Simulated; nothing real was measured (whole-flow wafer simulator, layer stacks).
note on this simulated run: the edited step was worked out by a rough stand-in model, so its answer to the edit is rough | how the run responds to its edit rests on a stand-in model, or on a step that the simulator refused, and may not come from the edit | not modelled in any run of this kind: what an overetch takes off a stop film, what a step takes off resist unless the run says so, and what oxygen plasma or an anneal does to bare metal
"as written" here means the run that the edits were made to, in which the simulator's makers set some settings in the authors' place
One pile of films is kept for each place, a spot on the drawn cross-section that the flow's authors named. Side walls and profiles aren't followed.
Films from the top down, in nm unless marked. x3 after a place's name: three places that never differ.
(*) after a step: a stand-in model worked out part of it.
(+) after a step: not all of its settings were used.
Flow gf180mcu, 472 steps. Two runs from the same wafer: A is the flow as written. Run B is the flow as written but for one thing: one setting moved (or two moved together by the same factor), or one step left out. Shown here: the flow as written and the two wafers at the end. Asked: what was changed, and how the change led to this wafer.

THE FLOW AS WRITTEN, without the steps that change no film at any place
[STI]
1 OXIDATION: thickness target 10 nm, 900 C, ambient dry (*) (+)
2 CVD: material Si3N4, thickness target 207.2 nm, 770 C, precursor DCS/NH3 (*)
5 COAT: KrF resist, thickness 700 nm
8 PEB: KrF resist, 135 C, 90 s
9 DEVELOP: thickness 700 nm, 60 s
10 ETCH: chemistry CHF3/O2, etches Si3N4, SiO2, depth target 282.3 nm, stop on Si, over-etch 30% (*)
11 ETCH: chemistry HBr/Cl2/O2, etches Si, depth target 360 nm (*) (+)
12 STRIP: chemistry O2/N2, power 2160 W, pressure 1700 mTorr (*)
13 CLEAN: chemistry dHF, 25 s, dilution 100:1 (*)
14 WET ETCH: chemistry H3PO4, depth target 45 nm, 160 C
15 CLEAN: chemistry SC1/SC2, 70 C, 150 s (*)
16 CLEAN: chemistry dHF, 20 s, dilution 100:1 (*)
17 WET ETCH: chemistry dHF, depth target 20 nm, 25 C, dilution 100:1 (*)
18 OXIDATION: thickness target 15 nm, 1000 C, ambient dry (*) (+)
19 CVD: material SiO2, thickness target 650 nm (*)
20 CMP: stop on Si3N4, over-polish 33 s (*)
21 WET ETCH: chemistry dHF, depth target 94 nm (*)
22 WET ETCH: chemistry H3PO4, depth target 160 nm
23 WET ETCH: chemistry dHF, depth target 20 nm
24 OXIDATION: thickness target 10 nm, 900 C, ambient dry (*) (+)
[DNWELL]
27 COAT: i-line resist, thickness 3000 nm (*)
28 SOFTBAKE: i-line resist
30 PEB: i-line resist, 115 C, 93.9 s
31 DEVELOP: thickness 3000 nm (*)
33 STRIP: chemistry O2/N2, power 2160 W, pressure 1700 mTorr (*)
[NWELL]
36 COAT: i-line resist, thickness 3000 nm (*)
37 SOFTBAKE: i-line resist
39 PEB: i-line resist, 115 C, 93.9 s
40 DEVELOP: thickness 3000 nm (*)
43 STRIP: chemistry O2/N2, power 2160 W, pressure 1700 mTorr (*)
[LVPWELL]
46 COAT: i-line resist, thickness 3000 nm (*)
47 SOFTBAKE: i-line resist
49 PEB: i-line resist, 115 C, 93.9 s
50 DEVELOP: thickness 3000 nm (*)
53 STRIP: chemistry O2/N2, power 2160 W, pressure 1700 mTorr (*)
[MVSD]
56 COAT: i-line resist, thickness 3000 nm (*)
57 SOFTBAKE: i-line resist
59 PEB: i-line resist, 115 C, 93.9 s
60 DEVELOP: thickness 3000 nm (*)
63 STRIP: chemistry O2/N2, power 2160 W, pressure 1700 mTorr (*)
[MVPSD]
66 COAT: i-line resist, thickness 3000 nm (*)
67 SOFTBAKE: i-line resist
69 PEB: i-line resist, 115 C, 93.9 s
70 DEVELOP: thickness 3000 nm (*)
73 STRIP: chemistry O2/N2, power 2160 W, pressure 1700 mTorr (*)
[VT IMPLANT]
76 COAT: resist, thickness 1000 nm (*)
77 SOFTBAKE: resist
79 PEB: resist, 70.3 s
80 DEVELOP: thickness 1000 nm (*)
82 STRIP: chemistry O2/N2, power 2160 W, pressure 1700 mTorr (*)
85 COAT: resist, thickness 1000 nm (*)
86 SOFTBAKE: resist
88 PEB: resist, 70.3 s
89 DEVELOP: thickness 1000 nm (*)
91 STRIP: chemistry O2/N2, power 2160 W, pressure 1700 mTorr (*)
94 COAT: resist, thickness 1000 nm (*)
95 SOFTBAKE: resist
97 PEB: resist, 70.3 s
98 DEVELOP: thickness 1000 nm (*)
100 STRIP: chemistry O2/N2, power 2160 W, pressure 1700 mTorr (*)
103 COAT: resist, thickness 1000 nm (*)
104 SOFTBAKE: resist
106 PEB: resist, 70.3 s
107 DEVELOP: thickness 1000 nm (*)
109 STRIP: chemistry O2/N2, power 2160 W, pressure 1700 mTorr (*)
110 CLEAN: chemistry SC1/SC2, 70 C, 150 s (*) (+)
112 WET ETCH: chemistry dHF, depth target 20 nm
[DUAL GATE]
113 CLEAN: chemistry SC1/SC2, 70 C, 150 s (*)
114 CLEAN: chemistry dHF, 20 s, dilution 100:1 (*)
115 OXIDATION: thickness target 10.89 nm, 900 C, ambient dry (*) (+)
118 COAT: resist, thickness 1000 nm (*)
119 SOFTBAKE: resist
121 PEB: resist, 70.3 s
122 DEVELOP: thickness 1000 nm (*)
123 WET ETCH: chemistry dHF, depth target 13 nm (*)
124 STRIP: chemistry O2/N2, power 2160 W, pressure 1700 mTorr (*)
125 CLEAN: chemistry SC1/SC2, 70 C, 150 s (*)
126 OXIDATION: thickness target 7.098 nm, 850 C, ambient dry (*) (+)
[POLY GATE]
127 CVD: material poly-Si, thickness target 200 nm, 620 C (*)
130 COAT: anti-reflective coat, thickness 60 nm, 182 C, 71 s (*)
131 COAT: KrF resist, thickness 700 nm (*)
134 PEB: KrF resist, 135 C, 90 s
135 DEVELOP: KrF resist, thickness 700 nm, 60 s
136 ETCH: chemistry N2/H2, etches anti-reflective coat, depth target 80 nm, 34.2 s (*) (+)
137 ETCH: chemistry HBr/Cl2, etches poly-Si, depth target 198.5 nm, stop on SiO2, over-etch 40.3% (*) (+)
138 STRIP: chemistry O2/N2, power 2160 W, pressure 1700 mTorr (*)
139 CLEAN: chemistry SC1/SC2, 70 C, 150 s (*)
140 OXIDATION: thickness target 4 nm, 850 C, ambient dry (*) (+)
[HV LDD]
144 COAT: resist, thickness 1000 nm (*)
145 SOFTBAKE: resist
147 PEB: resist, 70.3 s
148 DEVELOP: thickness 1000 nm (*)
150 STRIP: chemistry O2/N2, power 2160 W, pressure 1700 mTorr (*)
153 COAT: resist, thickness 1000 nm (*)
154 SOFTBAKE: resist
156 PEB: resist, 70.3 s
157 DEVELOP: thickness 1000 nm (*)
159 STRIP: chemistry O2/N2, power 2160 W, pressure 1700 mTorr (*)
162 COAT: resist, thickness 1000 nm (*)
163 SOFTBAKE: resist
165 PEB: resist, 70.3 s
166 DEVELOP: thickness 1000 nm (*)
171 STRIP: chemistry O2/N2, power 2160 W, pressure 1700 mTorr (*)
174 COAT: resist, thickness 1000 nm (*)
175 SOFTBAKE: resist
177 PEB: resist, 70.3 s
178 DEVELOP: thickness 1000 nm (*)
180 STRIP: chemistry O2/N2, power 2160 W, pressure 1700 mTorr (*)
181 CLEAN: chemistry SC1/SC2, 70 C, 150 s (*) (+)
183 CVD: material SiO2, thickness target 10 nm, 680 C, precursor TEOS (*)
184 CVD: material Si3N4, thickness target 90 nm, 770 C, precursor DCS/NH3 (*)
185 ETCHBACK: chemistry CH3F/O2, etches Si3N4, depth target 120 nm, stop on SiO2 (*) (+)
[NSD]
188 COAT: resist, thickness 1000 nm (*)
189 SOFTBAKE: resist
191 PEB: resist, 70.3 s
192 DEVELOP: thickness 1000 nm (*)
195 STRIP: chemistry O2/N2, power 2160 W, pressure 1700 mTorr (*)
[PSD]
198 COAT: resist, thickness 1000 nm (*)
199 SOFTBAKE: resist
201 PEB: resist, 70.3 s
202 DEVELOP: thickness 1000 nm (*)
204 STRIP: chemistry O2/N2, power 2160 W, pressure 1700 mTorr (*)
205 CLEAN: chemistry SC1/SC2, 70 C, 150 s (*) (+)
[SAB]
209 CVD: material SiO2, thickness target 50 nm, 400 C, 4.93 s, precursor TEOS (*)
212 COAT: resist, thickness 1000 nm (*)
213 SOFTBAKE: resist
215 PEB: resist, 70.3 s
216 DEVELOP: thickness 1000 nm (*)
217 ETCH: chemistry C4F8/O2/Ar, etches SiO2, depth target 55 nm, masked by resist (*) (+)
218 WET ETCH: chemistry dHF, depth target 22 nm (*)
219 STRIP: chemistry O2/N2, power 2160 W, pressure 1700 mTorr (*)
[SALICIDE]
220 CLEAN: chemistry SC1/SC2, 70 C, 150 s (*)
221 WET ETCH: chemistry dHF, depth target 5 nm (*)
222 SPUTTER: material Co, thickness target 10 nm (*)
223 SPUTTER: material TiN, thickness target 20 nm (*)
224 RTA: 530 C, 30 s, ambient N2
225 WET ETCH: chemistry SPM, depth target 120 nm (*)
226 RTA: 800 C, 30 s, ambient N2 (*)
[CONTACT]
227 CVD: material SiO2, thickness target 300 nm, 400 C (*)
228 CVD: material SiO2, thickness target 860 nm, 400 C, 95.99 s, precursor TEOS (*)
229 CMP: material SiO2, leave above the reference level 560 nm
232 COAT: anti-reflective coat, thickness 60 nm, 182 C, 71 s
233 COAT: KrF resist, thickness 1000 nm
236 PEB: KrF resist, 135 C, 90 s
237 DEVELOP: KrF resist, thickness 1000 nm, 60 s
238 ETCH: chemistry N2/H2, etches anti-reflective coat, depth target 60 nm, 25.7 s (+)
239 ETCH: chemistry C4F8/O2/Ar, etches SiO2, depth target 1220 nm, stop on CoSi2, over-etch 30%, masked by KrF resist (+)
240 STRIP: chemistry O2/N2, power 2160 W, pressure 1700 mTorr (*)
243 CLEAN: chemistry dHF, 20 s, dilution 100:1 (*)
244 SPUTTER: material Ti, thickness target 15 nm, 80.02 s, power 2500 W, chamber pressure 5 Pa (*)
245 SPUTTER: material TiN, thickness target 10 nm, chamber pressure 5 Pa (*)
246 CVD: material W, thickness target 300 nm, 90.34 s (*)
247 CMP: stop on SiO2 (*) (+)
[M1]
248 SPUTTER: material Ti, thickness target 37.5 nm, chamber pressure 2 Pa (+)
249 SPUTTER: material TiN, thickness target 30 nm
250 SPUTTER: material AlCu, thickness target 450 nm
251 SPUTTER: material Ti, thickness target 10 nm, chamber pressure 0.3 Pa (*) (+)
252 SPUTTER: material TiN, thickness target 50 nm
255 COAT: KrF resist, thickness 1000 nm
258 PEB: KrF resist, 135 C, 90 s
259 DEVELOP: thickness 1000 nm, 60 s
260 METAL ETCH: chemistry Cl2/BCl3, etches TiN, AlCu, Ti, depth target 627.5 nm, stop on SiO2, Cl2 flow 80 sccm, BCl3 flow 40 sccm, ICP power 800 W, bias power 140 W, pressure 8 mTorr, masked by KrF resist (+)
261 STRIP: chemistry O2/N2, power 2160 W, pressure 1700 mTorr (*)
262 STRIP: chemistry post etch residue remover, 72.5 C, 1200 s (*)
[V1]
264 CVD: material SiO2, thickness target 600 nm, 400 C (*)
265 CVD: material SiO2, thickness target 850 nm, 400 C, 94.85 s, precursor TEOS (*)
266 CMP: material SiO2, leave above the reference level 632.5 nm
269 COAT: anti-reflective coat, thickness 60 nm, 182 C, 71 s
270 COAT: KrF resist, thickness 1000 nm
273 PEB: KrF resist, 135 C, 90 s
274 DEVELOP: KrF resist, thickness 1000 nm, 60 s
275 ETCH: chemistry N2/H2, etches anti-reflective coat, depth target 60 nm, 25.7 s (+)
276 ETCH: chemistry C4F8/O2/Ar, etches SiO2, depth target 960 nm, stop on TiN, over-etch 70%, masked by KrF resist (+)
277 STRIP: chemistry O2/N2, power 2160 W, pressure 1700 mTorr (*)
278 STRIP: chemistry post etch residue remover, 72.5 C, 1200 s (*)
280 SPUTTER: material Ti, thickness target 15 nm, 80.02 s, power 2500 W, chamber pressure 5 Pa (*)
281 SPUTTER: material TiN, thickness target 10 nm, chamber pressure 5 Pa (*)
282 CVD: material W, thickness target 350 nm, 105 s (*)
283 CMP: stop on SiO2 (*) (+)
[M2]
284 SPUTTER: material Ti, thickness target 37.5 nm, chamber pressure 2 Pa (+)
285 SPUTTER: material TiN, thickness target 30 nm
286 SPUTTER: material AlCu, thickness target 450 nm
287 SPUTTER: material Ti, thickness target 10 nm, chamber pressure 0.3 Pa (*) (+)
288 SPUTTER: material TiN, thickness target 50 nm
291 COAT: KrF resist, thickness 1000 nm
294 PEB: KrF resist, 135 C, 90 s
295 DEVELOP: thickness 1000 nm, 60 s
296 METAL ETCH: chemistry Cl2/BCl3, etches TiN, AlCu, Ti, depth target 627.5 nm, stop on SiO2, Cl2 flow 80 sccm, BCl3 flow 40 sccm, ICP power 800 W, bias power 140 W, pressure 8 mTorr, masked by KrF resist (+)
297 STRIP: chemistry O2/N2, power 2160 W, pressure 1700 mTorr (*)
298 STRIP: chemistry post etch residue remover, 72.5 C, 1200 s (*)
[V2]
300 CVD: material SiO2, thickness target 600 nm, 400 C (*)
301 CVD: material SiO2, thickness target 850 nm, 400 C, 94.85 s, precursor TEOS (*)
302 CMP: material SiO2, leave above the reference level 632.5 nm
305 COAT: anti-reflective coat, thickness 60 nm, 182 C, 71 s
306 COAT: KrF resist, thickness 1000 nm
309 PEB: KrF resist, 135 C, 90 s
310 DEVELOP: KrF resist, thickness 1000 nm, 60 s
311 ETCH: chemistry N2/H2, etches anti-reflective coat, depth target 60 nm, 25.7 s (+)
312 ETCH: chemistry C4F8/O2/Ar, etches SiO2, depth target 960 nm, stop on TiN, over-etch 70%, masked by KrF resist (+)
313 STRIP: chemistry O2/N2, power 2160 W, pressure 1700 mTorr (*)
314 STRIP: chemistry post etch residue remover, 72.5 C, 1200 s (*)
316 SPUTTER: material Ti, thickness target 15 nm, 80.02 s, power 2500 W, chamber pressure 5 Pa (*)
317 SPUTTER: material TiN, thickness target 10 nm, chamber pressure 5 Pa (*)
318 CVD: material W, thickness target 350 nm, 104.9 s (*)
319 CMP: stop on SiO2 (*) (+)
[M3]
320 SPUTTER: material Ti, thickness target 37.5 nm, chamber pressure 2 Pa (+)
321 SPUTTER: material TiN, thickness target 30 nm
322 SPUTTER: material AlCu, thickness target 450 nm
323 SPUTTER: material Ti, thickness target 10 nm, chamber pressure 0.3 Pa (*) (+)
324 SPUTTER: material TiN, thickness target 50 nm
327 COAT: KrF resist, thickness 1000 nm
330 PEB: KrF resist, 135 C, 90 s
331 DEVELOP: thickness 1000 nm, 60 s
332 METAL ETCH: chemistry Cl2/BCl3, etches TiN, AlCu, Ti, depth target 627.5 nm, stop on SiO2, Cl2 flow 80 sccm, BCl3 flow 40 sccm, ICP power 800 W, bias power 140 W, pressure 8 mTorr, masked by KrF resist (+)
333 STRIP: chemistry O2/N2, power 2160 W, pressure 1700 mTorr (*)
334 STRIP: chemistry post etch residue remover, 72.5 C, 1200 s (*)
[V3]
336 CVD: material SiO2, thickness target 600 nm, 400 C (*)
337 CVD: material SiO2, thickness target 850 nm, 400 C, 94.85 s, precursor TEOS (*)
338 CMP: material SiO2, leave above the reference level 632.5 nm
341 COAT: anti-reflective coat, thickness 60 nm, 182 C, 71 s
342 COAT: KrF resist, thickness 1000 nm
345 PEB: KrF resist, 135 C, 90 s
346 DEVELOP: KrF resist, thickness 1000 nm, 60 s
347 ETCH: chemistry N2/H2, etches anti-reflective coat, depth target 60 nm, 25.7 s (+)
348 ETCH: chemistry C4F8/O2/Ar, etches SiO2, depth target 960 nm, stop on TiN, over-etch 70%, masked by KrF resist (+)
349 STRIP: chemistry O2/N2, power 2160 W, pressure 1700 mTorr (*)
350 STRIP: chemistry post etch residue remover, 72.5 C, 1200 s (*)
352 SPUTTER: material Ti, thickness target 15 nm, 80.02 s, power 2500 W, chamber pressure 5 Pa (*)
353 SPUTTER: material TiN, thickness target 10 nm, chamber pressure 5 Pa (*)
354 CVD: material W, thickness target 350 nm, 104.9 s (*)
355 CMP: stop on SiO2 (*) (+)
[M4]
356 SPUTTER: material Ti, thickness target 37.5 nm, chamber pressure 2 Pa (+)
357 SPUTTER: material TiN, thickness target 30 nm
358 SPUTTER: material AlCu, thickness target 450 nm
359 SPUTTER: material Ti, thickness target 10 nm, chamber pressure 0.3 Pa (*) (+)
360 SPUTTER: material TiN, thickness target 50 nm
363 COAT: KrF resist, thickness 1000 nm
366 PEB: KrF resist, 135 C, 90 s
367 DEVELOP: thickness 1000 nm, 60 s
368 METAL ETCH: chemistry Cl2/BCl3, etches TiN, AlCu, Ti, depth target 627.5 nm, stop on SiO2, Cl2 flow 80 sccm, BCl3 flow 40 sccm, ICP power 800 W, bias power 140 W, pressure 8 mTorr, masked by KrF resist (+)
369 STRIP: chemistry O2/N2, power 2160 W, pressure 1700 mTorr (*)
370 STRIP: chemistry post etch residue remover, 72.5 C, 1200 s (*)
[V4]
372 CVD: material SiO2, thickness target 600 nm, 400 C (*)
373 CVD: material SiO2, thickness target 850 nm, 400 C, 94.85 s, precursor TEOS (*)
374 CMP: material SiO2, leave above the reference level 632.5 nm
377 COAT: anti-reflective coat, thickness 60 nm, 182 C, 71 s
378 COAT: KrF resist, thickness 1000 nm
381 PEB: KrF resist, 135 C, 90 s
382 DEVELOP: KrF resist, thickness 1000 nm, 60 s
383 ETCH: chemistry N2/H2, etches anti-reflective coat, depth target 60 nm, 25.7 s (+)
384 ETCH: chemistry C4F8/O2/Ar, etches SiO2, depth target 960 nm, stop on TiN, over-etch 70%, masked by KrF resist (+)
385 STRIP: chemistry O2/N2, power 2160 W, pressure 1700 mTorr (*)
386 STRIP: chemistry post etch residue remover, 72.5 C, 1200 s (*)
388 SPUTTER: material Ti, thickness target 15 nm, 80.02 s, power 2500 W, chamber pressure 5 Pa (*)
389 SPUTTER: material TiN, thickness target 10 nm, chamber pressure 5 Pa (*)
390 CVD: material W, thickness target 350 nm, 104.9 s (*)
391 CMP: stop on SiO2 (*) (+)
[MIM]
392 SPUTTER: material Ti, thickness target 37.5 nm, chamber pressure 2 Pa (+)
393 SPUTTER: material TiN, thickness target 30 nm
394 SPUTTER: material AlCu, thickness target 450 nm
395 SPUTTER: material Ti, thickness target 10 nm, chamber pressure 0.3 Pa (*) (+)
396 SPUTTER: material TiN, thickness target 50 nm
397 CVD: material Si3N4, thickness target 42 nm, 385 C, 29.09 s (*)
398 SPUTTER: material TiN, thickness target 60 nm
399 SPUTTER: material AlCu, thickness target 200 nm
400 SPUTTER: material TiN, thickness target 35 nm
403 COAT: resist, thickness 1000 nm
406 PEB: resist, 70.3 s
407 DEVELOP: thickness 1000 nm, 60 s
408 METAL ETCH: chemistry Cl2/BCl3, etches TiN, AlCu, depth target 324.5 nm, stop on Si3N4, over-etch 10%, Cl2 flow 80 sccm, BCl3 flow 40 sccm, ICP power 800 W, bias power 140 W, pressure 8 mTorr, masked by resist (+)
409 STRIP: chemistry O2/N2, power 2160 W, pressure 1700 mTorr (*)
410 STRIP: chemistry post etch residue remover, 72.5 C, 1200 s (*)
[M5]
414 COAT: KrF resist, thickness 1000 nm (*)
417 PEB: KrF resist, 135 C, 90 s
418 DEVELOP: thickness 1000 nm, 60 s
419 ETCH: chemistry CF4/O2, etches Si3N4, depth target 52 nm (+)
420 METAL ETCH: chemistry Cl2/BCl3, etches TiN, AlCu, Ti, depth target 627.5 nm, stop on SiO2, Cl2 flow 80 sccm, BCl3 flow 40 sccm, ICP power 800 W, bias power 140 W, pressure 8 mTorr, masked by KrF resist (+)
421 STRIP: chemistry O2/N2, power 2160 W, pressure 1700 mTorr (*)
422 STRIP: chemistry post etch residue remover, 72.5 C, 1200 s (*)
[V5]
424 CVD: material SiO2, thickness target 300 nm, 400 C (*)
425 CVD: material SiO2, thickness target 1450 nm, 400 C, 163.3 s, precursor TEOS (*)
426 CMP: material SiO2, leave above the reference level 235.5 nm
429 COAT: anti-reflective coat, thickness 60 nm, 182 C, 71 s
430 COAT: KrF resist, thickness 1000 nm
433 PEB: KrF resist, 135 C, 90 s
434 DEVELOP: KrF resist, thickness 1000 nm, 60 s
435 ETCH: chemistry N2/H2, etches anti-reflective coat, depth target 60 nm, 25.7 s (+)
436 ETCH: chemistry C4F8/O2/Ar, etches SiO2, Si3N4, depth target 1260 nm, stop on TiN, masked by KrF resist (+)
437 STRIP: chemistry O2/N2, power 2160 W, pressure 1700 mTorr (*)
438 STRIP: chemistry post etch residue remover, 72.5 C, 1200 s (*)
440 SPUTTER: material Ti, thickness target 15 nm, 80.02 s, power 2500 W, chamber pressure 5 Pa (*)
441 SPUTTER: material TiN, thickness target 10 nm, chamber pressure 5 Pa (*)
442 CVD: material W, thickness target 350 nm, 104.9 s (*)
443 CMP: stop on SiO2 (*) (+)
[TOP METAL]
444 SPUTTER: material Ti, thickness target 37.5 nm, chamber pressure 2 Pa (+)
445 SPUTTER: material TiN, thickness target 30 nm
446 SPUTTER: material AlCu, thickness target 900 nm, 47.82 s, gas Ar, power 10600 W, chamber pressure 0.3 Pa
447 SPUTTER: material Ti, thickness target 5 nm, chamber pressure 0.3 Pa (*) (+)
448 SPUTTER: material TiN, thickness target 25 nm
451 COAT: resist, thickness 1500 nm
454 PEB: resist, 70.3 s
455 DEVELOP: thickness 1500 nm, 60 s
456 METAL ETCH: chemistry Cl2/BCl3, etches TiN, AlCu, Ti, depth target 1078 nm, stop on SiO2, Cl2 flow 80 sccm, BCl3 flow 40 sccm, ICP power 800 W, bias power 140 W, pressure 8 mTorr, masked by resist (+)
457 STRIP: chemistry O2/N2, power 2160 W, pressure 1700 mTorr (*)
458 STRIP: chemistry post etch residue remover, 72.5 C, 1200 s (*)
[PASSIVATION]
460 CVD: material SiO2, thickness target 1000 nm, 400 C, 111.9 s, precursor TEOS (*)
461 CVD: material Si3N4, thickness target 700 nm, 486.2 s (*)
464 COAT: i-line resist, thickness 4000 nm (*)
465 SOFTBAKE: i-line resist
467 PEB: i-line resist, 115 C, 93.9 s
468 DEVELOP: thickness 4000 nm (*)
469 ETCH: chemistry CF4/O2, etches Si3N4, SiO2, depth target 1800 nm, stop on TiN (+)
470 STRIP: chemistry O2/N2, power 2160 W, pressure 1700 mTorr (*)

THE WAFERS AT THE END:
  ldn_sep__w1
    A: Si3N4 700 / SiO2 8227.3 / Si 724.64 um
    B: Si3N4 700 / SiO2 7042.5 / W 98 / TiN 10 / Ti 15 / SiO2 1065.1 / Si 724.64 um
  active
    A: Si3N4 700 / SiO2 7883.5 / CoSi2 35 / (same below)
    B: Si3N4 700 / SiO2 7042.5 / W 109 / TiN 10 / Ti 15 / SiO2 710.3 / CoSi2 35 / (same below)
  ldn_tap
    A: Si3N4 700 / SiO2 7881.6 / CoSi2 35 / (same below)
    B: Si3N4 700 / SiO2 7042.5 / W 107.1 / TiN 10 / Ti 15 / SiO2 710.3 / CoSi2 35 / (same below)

The cause: step 228, CVD: thickness target 404 nm was run, where the flow has thickness target 860 nm; step 228, CVD: 45.12 s was run, where the flow has 95.99 s.

How the change led to this, step by step:
  228 CVD: material SiO2, thickness target 860 nm, 400 C, 95.99 s, precursor TEOS (*)
      field, field__w7, field__w8 and 70 more: A SiO2 +860 | B SiO2 +413.8
      field__w3, field__w12: A SiO2 +807.3 | B SiO2 +392.1
      (and at 36 more places)
  229 CMP: material SiO2, leave above the reference level 560 nm
      ldn_sep__w1, ldn_sep__w2, ldn_dft and 8 more: A SiO2 -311 | B nothing
      active, p_well, sd_n, iso_ptap_pw, iso_ntap_nw, iso_ptap_sub, vpnp_e: A SiO2 -299.9 | B nothing
      (and at 93 more places)
  232 COAT: anti-reflective coat, thickness 60 nm, 182 C, 71 s
      sti, mim_1p0, pad, dice_street: A anti-reflective coat +60 (new film) | B anti-reflective coat +63.1 (new film)
      field__w10, ldp_src: A anti-reflective coat +60 (new film) | B anti-reflective coat +130.2 (new film)
      (and at 97 more places)
  233 COAT: KrF resist, thickness 1000 nm
      field: A KrF resist +1000 (new film) | B KrF resist +1023 (new film)
      field__w1: A KrF resist +1000 (new film) | B KrF resist +1028.5 (new film)
      (and at 57 more places)
  236 PEB: KrF resist, 135 C, 90 s
      gate_p, gate_nat, ppoly_u: A KrF resist -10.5 | B KrF resist -9.65
      field_sub__w1, mim: A KrF resist -10.5 | B KrF resist -11.5
      (and at 25 more places)
  237 DEVELOP: KrF resist, thickness 1000 nm, 60 s
      contact: A KrF resist -989.5 (all of it) | B KrF resist -1030 (all of it)
      polyc_n: A KrF resist -989.5 (all of it) | B KrF resist -924.3 (all of it)
      (and at 1 more place)
  238 ETCH: chemistry N2/H2, etches anti-reflective coat, depth target 60 nm, 25.7 s (+)
      contact: A anti-reflective coat -60 (all of it), SiO2 -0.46 | B anti-reflective coat -56.8 (all of it), SiO2 -0.54
      polyc_n: A anti-reflective coat -60 (all of it), SiO2 -0.46 | B anti-reflective coat -19.5 (all of it), SiO2 -1.5
      (and at 1 more place)
  239 ETCH: chemistry C4F8/O2/Ar, etches SiO2, depth target 1220 nm, stop on CoSi2, over-etch 30%, masked by KrF resist (+)
      field, field__w1, field__w2 and 105 more: A KrF resist -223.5 | B KrF resist -183.5
      contact: A SiO2 -859.5 (all of it) | B SiO2 -705.7 (all of it)
  240 STRIP: chemistry O2/N2, power 2160 W, pressure 1700 mTorr (*)
      sti, mim_1p0, pad, dice_street: A KrF resist -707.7 (all of it), anti-reflective coat -60 (all of it) | B KrF resist -767.1 (all of it), anti-reflective coat -63.1 (all of it)
      p_well, sd_n: A KrF resist -707.7 (all of it), anti-reflective coat -60 (all of it) | B KrF resist -767.1 (all of it), anti-reflective coat -60 (all of it)
      (and at 102 more places)
  244 SPUTTER: material Ti, thickness target 15 nm, 80.02 s, power 2500 W, chamber pressure 5 Pa (*)
      field__w3, ld_sd_n, ld_sd_p: A Ti +15 (new film) | B Ti +14.3 (new film)
      field__w12, ld_drift_n: A Ti +15 (new film) | B Ti +13.6 (new film)
      (and at 3 more places)
  245 SPUTTER: material TiN, thickness target 10 nm, chamber pressure 5 Pa (*)
      field__w12, ld_drift_n: A TiN +10 (new film) | B TiN +9.04 (new film)
      contact: A TiN +5.48 (new film) | B TiN +6.01 (new film)
      (and at 1 more place)
  246 CVD: material W, thickness target 300 nm, 90.34 s (*)
      contact: A W +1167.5 (new film) | B W +1004.9 (new film)
  247 CMP: stop on SiO2 (*) (+)
      gate, gate_hv, gate_p and 23 more: A W -300 (all of it), TiN -10 (all of it), Ti -15 (all of it), SiO2 -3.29 | B W -300 (all of it), TiN -10 (all of it), Ti -15 (all of it)
      ldn_sep__w1, ldn_sep__w2, ldn_dft and 8 more: A W -300 (all of it), TiN -10 (all of it), Ti -15 (all of it), SiO2 -3.29 | B W -189.8
      (and at 72 more places)
  260 METAL ETCH: chemistry Cl2/BCl3, etches TiN, AlCu, Ti, depth target 627.5 nm, stop on SiO2, Cl2 flow 80 sccm, BCl3 flow 40 sccm, ICP power 800 W, bias power 140 W, pressure 8 mTorr, masked by KrF resist (+)
      field, field__w1, field__w2 and 75 more: A TiN -50 (all of it), Ti -10 (all of it), AlCu -450 (all of it), TiN -30 (all of it), Ti -37.5 (all of it) | B TiN -50 (all of it), Ti -10 (all of it), AlCu -450 (all of it), TiN -30 (all of it), Ti -37.5 (all of it), W -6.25
  262 STRIP: chemistry post etch residue remover, 72.5 C, 1200 s (*)
      field, field__w1, field__w2 and 75 more: A nothing | B W -6.01
  264 CVD: material SiO2, thickness target 600 nm, 400 C (*)
      field, field__w1, field__w2 and 75 more: A SiO2 +600 | B SiO2 +600 (new film)
  266 CMP: material SiO2, leave above the reference level 632.5 nm
      field, field__w1, field__w2 and 75 more: A SiO2 -300 | B SiO2 -287.7
Counting metal films that touch as one body, ldn_sep__w1 has 1 body; the flow as written gives 0 bodies.
Counting metal films that touch as one body, active has 2 bodies (between them, from the top down: SiO2 710.3); the flow as written gives 1 body.
Counting metal films that touch as one body, ldn_tap has 2 bodies (between them, from the top down: SiO2 710.3); the flow as written gives 1 body.
